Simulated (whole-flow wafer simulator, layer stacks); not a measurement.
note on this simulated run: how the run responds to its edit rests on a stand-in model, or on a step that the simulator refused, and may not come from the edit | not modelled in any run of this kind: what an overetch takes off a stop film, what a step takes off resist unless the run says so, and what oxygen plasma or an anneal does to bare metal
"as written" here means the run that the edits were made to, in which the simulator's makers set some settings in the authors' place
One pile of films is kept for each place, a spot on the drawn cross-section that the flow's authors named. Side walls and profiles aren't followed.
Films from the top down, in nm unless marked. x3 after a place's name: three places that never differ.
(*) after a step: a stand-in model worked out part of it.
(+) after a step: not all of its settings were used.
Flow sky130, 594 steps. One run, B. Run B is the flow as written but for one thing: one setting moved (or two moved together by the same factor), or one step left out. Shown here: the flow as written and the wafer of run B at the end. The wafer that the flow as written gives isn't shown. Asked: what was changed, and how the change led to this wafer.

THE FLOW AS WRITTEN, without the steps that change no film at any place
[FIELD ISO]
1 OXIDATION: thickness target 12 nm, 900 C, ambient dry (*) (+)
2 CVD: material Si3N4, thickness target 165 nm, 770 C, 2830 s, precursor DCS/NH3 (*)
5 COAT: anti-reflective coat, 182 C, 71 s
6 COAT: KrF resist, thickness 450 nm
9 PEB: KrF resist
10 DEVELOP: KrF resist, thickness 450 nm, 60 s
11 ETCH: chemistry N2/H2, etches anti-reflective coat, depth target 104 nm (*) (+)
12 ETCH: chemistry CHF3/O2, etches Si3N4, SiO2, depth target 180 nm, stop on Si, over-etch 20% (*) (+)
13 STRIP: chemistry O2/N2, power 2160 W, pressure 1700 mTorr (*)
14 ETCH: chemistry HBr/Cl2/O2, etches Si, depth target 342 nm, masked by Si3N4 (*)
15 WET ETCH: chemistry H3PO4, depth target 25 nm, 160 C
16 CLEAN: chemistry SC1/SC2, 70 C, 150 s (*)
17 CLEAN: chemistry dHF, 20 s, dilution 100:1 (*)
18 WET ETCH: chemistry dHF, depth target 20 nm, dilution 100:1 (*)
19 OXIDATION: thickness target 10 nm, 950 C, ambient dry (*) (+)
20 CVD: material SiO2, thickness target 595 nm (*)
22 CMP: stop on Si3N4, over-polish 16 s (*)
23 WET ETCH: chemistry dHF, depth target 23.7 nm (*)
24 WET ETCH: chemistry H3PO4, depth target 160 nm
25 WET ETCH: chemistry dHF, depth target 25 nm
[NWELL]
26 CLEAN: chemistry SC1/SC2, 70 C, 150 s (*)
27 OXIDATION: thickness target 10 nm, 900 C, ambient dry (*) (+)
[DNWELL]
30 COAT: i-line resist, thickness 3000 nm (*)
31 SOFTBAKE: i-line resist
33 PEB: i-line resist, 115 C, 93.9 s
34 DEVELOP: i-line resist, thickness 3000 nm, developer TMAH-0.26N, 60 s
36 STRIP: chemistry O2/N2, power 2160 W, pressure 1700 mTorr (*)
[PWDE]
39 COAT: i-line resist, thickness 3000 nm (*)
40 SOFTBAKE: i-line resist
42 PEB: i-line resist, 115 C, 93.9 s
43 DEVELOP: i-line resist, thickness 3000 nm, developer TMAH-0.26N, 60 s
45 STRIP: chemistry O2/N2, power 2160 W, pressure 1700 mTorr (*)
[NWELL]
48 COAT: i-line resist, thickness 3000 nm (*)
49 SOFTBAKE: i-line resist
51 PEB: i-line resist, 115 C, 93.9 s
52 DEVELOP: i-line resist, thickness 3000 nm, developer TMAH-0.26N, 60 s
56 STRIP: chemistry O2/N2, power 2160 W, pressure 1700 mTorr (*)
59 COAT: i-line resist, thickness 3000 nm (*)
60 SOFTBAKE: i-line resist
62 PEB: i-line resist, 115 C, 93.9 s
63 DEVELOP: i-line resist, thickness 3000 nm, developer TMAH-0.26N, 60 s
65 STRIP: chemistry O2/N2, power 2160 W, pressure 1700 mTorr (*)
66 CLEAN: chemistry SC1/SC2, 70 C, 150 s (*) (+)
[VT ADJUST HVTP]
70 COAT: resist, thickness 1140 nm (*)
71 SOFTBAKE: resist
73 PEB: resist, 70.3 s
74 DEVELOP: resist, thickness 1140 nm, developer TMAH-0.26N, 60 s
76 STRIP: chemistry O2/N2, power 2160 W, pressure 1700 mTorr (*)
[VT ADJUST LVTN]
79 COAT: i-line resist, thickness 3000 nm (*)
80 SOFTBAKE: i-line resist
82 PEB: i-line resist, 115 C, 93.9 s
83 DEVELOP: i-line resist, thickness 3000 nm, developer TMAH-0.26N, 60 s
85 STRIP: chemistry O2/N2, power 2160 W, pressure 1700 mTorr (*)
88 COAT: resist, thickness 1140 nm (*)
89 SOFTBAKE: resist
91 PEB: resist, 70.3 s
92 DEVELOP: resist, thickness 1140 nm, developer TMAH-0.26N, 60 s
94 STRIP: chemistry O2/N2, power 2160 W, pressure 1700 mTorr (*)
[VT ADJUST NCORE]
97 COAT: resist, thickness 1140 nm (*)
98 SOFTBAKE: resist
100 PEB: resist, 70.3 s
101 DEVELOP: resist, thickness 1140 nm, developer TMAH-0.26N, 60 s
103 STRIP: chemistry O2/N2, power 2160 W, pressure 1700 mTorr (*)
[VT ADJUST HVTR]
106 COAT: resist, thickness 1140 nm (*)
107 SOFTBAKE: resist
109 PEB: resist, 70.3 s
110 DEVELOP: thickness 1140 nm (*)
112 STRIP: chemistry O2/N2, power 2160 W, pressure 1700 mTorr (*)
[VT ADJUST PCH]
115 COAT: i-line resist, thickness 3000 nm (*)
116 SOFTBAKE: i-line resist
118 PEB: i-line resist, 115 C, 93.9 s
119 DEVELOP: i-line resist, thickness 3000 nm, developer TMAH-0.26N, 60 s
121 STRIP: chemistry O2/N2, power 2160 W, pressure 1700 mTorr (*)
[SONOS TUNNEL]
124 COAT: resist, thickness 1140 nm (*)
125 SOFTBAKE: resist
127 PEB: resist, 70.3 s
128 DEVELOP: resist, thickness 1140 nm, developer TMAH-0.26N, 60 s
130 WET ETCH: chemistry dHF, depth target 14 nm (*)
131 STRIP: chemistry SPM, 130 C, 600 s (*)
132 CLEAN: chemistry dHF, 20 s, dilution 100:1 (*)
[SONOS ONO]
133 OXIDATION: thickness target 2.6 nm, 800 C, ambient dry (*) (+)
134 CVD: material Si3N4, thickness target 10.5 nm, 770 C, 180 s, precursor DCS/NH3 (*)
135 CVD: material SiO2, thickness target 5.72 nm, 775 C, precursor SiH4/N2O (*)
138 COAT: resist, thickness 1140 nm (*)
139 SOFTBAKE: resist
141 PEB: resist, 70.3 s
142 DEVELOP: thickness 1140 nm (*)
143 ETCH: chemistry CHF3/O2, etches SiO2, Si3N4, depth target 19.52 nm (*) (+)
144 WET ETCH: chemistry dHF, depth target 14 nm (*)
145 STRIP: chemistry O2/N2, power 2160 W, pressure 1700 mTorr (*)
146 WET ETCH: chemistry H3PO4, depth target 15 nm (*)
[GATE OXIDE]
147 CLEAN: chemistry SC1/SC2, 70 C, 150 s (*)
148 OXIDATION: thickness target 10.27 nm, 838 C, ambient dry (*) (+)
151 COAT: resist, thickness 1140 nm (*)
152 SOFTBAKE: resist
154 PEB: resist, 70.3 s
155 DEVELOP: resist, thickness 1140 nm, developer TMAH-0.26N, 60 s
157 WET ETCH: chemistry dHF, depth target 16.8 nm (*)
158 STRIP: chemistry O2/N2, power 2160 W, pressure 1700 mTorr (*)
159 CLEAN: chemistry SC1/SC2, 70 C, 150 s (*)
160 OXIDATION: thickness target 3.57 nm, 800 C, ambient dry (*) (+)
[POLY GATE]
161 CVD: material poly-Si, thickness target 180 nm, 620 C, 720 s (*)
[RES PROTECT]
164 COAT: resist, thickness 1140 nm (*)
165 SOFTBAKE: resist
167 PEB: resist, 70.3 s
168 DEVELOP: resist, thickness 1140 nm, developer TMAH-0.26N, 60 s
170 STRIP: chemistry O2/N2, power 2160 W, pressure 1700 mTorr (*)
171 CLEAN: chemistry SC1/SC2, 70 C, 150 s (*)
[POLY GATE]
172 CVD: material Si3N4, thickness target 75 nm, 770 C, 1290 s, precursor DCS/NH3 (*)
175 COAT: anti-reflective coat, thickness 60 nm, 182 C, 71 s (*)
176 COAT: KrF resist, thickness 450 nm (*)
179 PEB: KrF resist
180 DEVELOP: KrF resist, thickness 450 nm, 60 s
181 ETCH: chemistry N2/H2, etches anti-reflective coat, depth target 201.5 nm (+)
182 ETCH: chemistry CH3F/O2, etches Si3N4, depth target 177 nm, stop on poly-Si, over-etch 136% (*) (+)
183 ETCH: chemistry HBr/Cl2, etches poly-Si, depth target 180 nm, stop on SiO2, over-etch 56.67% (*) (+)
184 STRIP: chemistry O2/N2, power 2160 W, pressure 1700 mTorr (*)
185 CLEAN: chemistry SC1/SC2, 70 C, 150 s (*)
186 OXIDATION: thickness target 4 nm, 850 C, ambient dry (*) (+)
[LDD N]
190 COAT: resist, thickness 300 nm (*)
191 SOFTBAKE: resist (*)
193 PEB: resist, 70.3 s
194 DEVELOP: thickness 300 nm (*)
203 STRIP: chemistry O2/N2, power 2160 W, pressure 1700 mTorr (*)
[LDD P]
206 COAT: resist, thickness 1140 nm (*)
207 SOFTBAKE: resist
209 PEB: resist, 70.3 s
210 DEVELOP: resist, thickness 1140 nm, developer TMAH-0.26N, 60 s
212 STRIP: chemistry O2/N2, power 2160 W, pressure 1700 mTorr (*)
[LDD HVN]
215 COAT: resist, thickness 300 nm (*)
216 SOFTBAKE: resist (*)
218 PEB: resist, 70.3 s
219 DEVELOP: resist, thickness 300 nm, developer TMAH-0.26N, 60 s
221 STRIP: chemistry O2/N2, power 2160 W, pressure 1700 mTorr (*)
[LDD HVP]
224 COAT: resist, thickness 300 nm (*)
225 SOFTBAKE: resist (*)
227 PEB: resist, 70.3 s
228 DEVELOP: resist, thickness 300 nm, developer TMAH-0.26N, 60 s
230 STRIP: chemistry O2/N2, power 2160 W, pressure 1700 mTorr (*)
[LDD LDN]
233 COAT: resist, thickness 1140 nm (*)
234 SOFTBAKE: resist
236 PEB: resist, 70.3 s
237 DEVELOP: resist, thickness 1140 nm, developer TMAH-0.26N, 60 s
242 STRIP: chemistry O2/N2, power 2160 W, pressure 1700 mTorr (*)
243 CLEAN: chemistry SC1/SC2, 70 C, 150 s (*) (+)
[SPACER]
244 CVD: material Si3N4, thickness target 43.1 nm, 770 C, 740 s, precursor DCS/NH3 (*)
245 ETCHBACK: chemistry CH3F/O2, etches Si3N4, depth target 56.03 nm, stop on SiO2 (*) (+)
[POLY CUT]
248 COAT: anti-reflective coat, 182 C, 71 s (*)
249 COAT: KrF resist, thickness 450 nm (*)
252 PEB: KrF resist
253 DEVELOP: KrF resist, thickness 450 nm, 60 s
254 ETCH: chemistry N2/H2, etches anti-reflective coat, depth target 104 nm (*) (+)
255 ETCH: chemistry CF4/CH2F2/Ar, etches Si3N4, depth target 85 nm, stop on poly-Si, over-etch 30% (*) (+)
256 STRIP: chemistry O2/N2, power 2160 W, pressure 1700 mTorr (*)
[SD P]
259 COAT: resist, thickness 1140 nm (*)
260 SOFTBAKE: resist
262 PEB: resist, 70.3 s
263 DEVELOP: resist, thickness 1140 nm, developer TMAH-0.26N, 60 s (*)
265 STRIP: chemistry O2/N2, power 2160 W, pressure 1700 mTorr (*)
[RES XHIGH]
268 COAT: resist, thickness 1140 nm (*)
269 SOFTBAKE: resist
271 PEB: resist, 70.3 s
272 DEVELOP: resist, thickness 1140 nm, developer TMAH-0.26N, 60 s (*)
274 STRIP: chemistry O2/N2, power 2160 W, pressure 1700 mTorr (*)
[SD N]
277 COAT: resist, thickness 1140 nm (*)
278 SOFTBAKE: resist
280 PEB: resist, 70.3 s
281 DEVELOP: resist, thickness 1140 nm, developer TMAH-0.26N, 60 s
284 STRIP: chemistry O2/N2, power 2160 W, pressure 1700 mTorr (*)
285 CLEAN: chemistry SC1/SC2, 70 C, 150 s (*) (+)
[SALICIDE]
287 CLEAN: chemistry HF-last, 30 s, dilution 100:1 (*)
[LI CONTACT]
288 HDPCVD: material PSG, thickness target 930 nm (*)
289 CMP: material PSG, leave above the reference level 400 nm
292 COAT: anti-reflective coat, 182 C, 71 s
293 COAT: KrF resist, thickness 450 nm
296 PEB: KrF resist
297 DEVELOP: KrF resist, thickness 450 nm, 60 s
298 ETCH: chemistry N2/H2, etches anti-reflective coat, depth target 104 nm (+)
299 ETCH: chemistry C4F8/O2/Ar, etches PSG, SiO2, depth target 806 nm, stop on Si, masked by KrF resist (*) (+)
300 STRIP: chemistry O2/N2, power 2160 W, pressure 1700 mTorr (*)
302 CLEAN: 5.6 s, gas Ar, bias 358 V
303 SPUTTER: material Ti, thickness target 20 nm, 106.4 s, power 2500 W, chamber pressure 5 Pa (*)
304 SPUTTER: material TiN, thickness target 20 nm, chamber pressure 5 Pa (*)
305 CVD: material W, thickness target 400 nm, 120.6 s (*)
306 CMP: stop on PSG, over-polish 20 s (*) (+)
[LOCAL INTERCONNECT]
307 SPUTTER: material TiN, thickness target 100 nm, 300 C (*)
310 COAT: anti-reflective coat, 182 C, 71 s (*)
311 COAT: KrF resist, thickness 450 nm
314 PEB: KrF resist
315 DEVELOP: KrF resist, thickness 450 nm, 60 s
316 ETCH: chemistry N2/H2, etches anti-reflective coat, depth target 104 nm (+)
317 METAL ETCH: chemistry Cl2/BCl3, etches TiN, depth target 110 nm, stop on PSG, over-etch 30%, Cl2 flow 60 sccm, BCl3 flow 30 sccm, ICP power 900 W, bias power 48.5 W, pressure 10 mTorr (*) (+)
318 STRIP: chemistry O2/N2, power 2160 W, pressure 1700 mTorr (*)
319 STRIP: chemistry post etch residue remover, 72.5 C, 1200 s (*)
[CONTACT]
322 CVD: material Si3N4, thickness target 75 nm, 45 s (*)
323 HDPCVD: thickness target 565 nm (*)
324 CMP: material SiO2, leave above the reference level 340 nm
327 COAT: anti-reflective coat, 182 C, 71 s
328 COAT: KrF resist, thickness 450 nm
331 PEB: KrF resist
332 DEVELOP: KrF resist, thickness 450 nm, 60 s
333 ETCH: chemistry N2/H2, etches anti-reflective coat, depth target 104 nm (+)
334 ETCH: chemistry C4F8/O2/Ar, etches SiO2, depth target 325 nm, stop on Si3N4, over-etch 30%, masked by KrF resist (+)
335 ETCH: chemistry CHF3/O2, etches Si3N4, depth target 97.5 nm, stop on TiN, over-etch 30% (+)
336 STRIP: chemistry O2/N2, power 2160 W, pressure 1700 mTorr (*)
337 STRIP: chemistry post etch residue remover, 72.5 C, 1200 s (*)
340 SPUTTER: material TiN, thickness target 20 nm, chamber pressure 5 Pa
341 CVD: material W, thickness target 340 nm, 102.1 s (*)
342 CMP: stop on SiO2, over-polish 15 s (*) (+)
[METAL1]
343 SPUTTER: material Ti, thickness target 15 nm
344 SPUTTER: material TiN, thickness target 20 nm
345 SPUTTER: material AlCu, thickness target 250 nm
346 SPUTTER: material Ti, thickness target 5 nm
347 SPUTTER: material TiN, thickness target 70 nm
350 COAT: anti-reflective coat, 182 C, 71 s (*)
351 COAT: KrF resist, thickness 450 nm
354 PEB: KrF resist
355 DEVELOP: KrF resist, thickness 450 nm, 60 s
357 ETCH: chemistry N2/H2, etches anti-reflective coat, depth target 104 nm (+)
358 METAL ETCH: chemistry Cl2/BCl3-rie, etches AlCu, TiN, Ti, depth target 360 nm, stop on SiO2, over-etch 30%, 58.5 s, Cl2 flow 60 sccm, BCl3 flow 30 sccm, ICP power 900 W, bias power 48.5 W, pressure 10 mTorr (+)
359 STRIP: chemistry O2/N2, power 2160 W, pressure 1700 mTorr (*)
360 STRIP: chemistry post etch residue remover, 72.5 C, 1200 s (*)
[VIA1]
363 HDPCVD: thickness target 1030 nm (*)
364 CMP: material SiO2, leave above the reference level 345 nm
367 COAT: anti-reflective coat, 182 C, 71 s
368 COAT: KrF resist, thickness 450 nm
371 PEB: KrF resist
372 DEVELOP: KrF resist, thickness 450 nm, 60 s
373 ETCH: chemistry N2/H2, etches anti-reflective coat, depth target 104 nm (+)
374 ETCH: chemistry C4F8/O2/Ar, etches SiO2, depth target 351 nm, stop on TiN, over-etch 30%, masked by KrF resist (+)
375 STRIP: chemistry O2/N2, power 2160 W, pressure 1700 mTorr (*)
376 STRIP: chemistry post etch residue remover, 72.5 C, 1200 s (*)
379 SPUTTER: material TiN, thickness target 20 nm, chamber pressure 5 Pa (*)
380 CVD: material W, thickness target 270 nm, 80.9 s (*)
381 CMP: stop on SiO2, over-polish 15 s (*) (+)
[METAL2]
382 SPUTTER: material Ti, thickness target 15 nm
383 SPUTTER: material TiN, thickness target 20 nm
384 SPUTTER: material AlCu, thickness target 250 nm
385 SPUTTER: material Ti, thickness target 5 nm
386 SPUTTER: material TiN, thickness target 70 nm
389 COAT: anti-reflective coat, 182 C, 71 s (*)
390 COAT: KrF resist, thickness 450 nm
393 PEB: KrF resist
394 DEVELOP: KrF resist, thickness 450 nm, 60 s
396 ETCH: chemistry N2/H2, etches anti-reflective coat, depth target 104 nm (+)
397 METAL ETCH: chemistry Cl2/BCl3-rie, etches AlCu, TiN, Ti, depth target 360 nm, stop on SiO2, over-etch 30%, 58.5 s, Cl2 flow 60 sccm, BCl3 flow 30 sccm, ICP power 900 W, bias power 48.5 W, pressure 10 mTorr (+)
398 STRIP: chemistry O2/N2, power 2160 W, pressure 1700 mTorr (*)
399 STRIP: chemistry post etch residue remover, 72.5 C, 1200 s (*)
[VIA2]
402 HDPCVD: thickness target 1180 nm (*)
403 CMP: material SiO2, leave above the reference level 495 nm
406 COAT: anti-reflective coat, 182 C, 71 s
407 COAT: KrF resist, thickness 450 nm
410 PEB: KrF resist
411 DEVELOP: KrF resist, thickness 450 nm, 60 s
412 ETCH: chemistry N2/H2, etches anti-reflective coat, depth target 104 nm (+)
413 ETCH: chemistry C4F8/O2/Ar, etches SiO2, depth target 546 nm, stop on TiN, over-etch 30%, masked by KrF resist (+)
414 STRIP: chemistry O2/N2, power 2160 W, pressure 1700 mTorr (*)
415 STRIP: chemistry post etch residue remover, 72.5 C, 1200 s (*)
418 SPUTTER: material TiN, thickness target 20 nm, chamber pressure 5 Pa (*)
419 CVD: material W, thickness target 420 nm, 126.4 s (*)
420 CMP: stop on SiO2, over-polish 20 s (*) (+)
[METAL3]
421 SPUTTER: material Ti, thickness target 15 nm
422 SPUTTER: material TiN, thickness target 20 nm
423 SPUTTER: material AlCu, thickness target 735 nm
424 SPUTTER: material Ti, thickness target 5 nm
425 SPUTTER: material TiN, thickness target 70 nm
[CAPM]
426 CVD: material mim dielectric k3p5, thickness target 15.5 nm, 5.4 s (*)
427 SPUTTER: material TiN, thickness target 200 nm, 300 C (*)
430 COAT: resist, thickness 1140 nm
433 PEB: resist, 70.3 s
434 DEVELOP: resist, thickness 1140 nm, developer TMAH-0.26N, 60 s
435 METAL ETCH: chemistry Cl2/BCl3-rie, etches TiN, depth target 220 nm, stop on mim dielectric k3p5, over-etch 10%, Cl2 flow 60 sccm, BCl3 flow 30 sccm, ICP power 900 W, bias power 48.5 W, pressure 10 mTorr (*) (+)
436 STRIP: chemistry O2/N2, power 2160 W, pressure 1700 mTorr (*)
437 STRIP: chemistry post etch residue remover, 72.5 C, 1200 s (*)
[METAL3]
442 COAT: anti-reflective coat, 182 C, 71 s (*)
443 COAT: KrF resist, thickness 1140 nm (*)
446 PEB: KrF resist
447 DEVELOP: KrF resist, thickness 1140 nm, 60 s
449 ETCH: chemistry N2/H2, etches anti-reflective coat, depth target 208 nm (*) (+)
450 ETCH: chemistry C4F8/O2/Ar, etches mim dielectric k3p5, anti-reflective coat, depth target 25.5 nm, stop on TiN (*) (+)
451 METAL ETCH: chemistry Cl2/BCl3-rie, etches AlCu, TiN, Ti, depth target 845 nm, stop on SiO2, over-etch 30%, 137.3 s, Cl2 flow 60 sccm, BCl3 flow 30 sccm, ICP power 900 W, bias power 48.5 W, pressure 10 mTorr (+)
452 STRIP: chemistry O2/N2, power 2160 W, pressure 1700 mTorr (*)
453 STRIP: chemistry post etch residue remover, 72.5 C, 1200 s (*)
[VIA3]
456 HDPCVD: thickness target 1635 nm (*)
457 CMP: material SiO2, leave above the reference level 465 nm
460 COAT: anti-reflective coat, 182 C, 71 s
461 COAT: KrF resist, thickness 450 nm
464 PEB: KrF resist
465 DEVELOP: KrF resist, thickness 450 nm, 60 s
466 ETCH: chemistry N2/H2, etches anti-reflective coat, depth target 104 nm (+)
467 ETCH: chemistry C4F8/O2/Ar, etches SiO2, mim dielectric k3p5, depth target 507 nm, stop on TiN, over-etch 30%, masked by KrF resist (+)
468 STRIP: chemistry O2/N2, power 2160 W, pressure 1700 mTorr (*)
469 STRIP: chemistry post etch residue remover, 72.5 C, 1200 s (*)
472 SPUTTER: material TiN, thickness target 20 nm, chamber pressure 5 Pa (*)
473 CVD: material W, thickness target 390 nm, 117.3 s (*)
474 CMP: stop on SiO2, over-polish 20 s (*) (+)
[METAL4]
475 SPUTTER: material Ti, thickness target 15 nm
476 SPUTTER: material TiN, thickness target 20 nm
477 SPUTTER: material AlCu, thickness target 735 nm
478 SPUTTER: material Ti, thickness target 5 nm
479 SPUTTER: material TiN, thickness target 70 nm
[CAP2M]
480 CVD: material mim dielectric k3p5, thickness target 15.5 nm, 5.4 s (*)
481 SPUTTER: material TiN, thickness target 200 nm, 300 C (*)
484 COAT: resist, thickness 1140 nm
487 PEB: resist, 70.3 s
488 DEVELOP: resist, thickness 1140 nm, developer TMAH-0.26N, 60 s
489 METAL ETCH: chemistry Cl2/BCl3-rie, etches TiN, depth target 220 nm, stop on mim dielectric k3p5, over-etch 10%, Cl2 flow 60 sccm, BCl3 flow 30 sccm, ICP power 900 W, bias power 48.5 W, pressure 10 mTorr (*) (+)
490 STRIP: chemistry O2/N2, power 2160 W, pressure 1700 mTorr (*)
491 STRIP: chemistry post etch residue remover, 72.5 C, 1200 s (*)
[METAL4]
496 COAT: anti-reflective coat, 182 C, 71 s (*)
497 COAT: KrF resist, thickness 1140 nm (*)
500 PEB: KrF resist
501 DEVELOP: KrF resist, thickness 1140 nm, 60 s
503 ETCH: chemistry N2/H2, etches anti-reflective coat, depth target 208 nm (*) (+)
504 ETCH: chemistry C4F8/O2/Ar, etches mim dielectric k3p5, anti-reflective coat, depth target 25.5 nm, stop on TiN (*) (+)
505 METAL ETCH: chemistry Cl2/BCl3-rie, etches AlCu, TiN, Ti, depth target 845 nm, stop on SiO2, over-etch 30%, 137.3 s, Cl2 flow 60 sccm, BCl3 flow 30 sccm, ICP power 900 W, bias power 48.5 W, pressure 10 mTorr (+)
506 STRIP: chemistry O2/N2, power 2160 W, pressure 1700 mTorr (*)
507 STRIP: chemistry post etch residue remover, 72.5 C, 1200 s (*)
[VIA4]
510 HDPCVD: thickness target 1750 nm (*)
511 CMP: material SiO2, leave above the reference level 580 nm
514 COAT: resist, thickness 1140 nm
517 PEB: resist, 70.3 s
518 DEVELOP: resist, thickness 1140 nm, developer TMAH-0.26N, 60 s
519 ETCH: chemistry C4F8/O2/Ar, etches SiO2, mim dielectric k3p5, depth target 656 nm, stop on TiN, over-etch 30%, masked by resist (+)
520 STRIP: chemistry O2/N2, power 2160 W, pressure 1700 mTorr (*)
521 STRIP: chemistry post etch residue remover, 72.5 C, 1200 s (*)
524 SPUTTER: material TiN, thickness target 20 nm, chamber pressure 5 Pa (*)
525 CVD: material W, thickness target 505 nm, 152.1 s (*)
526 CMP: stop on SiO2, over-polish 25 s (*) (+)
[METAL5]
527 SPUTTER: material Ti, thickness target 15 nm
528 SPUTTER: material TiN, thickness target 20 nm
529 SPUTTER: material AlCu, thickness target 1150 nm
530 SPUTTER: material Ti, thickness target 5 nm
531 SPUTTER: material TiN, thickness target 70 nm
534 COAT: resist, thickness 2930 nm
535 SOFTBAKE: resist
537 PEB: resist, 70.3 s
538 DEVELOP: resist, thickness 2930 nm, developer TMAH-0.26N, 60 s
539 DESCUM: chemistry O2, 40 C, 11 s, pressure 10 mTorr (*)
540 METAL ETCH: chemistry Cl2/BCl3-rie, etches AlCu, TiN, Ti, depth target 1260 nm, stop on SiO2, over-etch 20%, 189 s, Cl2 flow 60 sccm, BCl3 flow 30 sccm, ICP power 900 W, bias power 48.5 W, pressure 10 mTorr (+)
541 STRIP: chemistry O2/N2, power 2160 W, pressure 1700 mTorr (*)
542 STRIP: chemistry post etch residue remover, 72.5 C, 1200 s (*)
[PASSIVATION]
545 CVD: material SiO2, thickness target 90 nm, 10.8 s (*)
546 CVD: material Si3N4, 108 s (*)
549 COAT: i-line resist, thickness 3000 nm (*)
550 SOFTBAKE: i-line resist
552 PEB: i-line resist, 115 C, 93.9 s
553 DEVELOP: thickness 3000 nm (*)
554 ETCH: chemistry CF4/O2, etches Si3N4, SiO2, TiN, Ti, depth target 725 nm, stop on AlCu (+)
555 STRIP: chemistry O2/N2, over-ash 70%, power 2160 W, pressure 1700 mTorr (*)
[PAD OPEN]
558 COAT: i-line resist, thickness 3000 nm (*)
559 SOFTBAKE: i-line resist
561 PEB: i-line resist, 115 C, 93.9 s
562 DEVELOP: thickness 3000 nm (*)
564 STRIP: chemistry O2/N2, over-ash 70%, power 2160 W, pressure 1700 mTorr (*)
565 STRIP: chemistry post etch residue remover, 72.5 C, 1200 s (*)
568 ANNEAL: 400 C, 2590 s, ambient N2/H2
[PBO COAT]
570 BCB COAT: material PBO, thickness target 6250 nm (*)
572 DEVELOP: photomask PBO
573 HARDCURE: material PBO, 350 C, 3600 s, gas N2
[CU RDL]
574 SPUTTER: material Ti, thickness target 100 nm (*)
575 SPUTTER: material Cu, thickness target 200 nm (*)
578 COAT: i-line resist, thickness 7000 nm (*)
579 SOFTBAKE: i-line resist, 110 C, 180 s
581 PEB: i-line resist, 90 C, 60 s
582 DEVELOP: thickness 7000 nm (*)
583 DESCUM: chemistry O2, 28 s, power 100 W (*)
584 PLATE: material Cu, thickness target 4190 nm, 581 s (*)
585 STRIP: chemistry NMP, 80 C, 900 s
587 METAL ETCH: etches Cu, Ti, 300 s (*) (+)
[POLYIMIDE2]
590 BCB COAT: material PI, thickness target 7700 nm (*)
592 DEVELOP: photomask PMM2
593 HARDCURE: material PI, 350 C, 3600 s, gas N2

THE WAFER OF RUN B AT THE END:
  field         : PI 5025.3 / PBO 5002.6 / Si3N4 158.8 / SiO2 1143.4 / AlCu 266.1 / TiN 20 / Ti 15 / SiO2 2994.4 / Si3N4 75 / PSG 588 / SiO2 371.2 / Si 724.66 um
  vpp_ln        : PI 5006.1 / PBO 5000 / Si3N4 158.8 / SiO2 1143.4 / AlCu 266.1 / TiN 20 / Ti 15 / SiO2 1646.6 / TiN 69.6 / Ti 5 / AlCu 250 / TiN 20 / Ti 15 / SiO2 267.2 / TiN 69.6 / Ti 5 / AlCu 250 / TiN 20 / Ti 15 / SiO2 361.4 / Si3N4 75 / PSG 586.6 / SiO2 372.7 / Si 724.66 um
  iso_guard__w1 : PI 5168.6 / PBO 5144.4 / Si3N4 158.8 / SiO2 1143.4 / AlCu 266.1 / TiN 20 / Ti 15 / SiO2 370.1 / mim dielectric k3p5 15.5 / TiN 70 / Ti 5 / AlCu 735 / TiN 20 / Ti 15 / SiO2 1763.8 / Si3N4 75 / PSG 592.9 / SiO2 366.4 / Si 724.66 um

The cause: step 505, METAL ETCH: depth target 414 nm was run, where the flow has depth target 845 nm; step 505, METAL ETCH: 67.3 s was run, where the flow has 137.3 s.

How the change led to this, step by step:
  505 METAL ETCH: chemistry Cl2/BCl3-rie, etches AlCu, TiN, Ti, depth target 845 nm, stop on SiO2, over-etch 30%, 137.3 s, Cl2 flow 60 sccm, BCl3 flow 30 sccm, ICP power 900 W, bias power 48.5 W, pressure 10 mTorr (+)
      field, gate, spacer and 68 more: TiN -70 (all of it), Ti -5 (all of it), AlCu -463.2 (as written it would be: TiN -70 (all of it), Ti -5 (all of it), AlCu -735 (all of it), TiN -20 (all of it), Ti -15 (all of it), SiO2 -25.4)
      active, vpp_iso1, mim_edge_plate and 14 more: TiN -70 (all of it), Ti -5 (all of it), AlCu -463.2 (as written it would be: TiN -70 (all of it), Ti -5 (all of it), AlCu -735 (all of it), TiN -20 (all of it), Ti -15 (all of it), SiO2 -25.3)
      (and at 105 more places)
  506 STRIP: chemistry O2/N2, power 2160 W, pressure 1700 mTorr (*)
      gate_hv, mim, dice_street and 74 more: KrF resist -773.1 (all of it), anti-reflective coat -80 (all of it) (as written it would be: KrF resist -492.9 (all of it), anti-reflective coat -80 (all of it))
      n_well, p_well, sd_n and 6 more: KrF resist -773 (all of it), anti-reflective coat -80 (all of it) (as written it would be: KrF resist -492.9 (all of it), anti-reflective coat -80 (all of it))
      (and at 19 more places)
  507 STRIP: chemistry post etch residue remover, 72.5 C, 1200 s (*)
      field, active, gate and 85 more: AlCu -5.72 (as written it would be: nothing)
  510 HDPCVD: thickness target 1750 nm (*)
      field, active, gate and 85 more: SiO2 +1750 (new film) (as written it would be: SiO2 +1750)
  511 CMP: material SiO2, leave above the reference level 580 nm
      field, active, gate and 77 more: SiO2 -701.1 (as written it would be: SiO2 -374.7)
      iso_guard__w1, mim_edge_gap, vpp_l1ln, vpp_m3ln, rpm_encl, via2_enc, rpm_encl_psd, iso_guard_nsd_tip: SiO2 -701.1 (as written it would be: SiO2 -374.6)
Counting metal films that touch as one body, field has 1 body; the flow as written gives 0 bodies.
Counting metal films that touch as one body, vpp_ln has 3 bodies (between them, from the top down: SiO2 1646.6; SiO2 267.2); the flow as written gives 2 bodies (between them, from the top down: SiO2 267.2).
Counting metal films that touch as one body, iso_guard__w1 has 2 bodies (between them, from the top down: SiO2 370.1 / mim dielectric k3p5 15.5); the flow as written gives 1 body.
